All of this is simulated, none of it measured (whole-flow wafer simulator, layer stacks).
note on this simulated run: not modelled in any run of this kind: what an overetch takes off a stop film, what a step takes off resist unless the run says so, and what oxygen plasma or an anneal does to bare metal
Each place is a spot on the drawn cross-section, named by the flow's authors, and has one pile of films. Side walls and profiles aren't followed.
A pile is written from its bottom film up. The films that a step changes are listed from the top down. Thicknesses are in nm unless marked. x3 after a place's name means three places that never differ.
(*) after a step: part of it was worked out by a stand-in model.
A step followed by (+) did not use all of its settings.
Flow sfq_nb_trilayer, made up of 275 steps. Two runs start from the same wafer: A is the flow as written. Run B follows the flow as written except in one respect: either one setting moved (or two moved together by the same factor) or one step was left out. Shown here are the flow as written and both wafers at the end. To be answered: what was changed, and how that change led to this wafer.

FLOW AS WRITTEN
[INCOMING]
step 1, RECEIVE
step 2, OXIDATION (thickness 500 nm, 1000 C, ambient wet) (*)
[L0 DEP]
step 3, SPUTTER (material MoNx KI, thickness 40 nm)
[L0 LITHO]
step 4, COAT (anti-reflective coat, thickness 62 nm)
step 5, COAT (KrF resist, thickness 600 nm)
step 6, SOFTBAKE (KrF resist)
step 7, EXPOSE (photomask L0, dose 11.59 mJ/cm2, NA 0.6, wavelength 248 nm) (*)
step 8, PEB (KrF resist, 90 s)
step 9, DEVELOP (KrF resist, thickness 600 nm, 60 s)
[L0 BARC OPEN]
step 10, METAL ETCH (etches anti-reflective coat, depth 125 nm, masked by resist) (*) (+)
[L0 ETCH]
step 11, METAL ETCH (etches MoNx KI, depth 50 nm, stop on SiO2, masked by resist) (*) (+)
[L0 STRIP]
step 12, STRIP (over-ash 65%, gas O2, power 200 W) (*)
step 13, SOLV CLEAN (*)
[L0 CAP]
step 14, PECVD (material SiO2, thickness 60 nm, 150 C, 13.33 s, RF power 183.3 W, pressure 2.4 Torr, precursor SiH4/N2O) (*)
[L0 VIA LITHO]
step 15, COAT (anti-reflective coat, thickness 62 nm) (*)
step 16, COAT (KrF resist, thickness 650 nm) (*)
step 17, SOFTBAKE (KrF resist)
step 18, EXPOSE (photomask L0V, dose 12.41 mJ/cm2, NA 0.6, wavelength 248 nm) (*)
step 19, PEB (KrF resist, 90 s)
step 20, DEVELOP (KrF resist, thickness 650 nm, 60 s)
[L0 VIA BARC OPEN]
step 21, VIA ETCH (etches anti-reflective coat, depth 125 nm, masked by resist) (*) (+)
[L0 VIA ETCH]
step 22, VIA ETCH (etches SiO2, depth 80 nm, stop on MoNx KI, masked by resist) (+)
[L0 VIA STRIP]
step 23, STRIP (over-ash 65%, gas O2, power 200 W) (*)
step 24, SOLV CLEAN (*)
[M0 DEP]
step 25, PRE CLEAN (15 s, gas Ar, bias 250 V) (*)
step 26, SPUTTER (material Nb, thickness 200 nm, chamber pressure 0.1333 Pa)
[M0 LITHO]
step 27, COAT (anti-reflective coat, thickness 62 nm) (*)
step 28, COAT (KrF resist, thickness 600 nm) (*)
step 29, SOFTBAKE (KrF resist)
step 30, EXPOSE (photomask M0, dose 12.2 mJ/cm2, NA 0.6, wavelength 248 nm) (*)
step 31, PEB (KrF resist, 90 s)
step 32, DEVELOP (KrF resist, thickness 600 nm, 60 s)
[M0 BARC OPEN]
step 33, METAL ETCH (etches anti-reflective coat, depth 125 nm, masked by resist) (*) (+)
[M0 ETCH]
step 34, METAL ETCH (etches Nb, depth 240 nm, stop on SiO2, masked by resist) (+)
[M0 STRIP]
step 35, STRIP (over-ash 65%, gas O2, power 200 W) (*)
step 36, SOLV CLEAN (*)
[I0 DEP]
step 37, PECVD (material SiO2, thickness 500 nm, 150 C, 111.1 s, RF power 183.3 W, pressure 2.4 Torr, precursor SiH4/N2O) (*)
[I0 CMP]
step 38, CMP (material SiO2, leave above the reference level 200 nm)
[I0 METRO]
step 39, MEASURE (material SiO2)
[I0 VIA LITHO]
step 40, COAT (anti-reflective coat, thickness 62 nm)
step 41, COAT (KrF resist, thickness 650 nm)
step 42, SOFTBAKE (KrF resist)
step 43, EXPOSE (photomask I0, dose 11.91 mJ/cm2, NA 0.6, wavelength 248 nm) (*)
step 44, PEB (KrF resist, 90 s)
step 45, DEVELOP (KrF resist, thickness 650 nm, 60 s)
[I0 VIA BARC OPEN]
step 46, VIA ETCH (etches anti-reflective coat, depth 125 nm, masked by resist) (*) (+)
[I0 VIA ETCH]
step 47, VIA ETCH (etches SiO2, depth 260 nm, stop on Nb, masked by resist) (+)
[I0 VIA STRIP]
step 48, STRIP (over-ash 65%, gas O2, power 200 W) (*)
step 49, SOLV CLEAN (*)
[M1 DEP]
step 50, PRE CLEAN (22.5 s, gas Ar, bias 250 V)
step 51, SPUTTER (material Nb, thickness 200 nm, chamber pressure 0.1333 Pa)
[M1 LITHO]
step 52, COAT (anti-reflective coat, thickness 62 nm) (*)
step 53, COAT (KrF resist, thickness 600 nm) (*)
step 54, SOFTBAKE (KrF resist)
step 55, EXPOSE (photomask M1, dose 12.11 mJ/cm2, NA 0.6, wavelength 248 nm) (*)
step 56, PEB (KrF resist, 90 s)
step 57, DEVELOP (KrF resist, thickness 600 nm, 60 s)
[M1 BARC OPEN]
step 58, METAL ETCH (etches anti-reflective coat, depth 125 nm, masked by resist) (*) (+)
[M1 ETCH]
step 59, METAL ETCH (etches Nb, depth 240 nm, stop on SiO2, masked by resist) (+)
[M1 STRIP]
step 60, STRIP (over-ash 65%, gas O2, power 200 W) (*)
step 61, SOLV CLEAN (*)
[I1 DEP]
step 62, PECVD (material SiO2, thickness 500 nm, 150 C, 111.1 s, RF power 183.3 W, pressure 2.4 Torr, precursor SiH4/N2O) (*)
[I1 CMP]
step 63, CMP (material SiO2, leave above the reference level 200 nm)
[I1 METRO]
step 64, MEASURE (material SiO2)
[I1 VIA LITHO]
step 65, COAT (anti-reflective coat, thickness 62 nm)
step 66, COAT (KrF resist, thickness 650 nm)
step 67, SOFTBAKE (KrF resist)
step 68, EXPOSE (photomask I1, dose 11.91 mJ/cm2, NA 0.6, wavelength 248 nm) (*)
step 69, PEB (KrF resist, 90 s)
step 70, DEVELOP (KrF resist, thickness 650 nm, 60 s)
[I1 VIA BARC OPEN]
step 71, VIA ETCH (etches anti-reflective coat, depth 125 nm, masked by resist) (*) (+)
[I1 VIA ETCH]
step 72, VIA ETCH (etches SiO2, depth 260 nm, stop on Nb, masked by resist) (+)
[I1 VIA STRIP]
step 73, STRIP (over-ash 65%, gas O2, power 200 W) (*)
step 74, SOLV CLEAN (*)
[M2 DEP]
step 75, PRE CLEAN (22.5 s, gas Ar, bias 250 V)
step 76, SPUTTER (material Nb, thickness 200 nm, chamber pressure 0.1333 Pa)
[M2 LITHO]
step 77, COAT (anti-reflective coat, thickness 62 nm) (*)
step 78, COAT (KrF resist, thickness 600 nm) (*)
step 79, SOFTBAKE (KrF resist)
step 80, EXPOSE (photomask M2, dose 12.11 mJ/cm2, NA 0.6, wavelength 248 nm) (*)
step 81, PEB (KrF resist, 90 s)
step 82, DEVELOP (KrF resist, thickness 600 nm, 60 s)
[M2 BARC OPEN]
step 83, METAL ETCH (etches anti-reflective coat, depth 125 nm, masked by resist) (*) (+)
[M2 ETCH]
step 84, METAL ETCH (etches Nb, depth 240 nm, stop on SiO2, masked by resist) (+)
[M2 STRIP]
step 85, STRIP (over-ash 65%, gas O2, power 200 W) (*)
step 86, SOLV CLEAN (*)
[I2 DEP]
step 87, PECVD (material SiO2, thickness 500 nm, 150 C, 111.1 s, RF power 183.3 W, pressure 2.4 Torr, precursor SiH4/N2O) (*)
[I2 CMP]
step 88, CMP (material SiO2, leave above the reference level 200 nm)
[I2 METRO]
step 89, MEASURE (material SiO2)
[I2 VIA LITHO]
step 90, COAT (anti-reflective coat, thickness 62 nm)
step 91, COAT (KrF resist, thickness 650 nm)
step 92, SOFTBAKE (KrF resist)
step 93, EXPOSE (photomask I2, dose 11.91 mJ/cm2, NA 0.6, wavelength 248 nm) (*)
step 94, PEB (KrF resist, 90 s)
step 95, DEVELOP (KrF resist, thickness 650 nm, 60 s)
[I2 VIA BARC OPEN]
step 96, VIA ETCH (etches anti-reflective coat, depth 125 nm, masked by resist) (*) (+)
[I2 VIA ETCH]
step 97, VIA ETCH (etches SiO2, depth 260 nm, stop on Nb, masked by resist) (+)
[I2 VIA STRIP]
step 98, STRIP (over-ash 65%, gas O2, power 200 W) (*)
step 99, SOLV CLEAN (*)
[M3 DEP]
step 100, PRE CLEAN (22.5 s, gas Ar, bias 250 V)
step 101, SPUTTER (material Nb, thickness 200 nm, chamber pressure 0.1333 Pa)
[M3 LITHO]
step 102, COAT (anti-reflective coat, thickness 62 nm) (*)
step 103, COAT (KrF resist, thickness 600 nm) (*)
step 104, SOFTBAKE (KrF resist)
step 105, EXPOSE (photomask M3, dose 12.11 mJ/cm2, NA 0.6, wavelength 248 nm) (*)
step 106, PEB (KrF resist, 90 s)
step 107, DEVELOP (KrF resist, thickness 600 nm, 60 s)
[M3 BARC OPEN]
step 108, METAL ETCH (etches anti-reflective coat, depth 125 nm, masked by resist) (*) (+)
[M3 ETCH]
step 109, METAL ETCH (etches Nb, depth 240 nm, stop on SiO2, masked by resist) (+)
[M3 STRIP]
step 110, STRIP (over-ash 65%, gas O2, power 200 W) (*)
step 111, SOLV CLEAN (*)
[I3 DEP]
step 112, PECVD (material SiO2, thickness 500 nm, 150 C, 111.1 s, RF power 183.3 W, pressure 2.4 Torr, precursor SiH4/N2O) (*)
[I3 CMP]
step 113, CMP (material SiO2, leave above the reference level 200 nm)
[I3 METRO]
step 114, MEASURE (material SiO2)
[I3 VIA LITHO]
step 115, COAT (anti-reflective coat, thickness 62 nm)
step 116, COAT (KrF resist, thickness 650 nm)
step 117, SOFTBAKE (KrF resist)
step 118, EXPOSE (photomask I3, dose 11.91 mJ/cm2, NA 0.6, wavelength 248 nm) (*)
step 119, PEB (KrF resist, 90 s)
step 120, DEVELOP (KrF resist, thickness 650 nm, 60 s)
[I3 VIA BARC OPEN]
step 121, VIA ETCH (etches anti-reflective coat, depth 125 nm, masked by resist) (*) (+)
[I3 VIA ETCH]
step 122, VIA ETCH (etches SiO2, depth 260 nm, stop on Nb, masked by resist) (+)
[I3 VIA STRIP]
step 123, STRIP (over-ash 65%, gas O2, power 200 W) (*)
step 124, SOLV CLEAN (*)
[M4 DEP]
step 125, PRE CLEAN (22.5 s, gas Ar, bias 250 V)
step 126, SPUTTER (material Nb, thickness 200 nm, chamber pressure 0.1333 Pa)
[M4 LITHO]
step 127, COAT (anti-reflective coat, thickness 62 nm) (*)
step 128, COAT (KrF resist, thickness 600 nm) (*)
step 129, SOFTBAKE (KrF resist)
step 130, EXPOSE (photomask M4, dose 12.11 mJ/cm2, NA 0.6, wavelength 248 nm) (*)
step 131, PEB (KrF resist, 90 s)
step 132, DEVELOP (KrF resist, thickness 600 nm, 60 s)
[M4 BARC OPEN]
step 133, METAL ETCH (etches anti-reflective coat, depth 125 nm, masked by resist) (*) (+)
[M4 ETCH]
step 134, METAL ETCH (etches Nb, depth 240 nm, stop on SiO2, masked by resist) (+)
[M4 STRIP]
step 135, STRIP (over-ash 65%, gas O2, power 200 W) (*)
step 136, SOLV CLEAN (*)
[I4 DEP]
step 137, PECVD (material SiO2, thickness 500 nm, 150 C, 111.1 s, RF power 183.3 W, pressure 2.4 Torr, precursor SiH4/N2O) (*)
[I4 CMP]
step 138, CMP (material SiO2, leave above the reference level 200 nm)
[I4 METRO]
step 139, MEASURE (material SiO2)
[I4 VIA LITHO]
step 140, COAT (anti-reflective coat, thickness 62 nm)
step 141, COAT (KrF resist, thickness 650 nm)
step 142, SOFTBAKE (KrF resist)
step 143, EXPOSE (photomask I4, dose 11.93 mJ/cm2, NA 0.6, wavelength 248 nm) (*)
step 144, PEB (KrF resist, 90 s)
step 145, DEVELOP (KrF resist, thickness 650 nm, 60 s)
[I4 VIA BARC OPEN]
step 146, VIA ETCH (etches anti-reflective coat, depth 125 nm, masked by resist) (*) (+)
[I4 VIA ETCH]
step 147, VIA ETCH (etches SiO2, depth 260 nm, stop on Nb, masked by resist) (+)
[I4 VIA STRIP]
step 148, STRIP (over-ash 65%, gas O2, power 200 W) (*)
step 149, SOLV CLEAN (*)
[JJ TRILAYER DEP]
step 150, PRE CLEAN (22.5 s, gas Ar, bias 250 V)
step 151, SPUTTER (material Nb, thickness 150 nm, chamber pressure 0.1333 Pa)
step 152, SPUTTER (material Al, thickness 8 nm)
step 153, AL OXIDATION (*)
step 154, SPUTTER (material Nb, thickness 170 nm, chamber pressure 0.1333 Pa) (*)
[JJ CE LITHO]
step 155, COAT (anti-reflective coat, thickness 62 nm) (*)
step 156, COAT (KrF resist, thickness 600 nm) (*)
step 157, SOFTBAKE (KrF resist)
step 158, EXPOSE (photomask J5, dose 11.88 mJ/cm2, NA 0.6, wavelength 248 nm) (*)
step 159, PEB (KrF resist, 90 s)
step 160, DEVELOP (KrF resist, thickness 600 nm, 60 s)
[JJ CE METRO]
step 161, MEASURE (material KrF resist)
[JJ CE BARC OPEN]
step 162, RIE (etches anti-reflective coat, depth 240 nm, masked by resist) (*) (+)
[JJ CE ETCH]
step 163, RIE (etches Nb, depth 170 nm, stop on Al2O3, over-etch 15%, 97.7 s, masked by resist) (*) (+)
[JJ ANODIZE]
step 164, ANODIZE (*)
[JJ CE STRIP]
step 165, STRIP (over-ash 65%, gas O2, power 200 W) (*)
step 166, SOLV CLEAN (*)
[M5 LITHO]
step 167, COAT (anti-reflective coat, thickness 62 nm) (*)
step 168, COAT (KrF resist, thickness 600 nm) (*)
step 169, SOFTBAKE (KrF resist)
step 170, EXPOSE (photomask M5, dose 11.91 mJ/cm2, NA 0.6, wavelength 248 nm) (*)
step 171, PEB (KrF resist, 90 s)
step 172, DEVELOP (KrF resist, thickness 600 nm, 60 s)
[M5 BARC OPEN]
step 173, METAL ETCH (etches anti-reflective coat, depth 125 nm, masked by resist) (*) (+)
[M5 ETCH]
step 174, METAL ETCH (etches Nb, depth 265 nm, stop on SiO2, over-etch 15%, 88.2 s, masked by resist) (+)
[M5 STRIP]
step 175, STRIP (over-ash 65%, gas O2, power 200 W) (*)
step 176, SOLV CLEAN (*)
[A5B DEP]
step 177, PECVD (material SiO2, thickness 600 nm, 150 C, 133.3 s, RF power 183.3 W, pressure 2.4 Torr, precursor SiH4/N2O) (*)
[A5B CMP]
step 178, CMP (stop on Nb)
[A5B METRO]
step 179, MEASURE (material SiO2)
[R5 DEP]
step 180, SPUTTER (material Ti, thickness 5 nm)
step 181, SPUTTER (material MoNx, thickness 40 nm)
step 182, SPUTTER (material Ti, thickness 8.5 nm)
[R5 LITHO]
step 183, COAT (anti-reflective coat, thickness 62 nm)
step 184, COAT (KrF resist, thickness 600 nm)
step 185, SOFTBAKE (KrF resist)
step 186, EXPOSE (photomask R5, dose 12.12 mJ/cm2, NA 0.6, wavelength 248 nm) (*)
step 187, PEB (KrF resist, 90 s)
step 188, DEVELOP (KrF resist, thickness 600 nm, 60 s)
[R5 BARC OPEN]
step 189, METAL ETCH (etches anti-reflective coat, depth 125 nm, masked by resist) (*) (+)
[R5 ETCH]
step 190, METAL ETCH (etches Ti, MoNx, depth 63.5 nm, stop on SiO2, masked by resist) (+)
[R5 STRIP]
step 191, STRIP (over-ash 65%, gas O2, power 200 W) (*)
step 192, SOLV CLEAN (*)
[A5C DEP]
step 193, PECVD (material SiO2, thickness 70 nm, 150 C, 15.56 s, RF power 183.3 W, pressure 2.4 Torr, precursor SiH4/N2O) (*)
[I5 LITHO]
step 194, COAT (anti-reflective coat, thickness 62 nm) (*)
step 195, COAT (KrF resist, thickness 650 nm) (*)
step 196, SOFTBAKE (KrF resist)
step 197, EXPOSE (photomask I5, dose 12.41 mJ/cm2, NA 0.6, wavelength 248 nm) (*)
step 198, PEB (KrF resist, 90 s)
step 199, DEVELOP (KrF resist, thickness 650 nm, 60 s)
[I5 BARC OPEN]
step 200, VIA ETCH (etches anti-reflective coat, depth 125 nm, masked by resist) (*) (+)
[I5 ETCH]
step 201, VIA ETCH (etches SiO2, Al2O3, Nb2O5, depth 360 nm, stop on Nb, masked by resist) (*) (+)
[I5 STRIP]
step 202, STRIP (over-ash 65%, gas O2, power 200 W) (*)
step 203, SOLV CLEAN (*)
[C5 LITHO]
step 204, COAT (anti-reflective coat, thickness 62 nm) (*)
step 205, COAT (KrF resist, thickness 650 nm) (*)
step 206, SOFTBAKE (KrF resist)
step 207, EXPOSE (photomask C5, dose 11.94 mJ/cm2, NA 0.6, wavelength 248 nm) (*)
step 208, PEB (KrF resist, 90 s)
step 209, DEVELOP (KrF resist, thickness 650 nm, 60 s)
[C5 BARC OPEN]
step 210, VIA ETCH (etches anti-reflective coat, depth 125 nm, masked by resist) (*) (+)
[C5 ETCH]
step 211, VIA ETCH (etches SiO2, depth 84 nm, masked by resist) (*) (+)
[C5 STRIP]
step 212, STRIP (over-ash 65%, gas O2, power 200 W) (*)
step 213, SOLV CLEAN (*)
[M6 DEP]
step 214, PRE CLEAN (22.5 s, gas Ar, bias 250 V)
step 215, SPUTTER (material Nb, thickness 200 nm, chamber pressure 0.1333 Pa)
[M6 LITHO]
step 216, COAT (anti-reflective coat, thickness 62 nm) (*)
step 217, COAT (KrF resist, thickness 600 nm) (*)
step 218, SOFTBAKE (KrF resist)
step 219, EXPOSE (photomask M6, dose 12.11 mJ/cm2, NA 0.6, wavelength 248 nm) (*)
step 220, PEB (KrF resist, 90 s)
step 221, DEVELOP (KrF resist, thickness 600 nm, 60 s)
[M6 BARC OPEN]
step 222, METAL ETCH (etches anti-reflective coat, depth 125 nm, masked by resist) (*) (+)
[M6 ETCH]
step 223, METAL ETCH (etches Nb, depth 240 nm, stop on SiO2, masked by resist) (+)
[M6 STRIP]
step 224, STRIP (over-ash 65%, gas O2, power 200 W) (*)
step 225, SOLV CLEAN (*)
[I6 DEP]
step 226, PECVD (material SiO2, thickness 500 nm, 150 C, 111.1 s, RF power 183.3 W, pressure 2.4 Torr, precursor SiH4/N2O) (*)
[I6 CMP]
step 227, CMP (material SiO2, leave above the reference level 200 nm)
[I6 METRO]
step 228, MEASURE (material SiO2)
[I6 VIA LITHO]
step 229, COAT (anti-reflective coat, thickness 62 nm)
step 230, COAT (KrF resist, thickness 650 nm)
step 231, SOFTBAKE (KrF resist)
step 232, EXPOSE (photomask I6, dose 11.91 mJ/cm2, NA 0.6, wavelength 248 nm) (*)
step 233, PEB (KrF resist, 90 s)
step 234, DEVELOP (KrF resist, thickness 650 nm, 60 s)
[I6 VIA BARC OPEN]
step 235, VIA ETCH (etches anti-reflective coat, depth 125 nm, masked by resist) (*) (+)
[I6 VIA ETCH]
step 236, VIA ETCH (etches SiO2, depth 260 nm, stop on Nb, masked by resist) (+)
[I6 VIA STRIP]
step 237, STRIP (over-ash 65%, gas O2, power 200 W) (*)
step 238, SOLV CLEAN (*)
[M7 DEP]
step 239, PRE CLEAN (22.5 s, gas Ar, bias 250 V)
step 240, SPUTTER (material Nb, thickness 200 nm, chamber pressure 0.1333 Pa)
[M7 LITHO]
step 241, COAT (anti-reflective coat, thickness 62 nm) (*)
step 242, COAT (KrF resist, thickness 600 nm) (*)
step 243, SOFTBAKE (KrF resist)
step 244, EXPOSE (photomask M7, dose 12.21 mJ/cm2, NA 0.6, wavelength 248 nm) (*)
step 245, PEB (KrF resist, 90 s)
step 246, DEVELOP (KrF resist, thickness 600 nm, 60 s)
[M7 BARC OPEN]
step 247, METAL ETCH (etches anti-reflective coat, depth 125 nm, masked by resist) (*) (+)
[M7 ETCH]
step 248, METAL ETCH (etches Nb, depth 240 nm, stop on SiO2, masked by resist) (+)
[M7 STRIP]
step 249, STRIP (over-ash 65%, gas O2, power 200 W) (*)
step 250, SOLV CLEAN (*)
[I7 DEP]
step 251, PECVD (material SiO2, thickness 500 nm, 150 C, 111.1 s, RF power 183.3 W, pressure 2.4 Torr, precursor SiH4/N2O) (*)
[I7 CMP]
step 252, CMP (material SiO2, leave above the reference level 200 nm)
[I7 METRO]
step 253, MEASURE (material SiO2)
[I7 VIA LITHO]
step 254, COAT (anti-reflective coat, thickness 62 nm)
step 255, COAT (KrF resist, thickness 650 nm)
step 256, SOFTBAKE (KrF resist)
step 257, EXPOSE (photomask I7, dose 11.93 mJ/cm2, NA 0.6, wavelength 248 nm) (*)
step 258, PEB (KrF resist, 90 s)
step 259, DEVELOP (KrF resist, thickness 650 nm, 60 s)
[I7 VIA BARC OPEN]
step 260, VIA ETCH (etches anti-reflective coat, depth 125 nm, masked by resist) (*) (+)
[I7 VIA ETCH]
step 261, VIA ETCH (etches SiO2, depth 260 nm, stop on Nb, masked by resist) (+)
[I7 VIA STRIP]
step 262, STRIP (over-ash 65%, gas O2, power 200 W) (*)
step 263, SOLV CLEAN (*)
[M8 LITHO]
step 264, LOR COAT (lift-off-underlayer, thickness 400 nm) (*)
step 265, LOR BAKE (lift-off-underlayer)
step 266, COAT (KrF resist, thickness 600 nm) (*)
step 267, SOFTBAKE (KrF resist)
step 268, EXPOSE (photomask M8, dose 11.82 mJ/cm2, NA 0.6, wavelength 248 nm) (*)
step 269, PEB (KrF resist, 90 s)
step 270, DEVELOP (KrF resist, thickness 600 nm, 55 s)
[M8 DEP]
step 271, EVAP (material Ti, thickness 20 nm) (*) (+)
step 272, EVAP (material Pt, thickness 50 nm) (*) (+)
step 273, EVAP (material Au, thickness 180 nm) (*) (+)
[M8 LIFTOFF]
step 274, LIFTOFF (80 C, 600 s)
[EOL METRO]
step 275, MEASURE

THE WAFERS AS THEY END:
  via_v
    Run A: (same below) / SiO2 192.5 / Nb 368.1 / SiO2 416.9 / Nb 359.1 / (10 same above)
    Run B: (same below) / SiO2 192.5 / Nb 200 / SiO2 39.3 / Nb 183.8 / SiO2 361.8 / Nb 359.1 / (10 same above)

Cause: step 72, VIA ETCH: depth 153 nm was run, though the flow has depth 260 nm.

Step by step, how the change led to this:
  step 72, VIA ETCH (etches SiO2, depth 260 nm, stop on Nb, masked by resist) (+)
      via_v: A SiO2 loses 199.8 (all of it) | B SiO2 loses 153
      field_l, v_sur, via_wl and 102 more: A KrF resist loses 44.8 | B KrF resist loses 26.4
  step 73, STRIP (over-ash 65%, gas O2, power 200 W) (*)
      field_l, v_sur, via_wl and 102 more: A KrF resist loses 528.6 (all of it), anti-reflective coat loses 62 (all of it) | B KrF resist loses 547.1 (all of it), anti-reflective coat loses 62 (all of it)
  step 75, PRE CLEAN (22.5 s, gas Ar, bias 250 V)
      via_v: A Nb loses 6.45 | B SiO2 loses 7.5
  step 76, SPUTTER (material Nb, thickness 200 nm, chamber pressure 0.1333 Pa)
      via_v: A Nb gains 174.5 | B Nb gains 183.8 (new film)
  step 77, COAT (anti-reflective coat, thickness 62 nm) (*)
      via_v: A anti-reflective coat gains 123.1 (new film) | B anti-reflective coat gains 112.1 (new film)
  step 78, COAT (KrF resist, thickness 600 nm) (*)
      via_v: A KrF resist gains 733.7 (new film) | B KrF resist gains 696.8 (new film)
  step 85, STRIP (over-ash 65%, gas O2, power 200 W) (*)
      via_v: A KrF resist loses 515.8 (all of it), anti-reflective coat loses 123.1 (all of it) | B KrF resist loses 479 (all of it), anti-reflective coat loses 112.1 (all of it)
  step 87, PECVD (material SiO2, thickness 500 nm, 150 C, 111.1 s, RF power 183.3 W, pressure 2.4 Torr, precursor SiH4/N2O) (*)
      via_v: A SiO2 gains 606 (new film) | B SiO2 gains 526.4 (new film)
  step 88, CMP (material SiO2, leave above the reference level 200 nm)
      via_v: A SiO2 loses 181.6 | B SiO2 loses 157.1
With metal films that touch counted as one body, via_v has 7 bodies (between them, from the top down: SiO2 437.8; SiO2 209 / Al2O3 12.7 / Nb2O5 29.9; SiO2 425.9; SiO2 361.8; SiO2 39.3; SiO2 192.5); the flow as written gives 6 bodies (between them, from the top down: SiO2 437.8; SiO2 209 / Al2O3 12.7 / Nb2O5 29.9; SiO2 425.9; SiO2 416.9; SiO2 192.5).
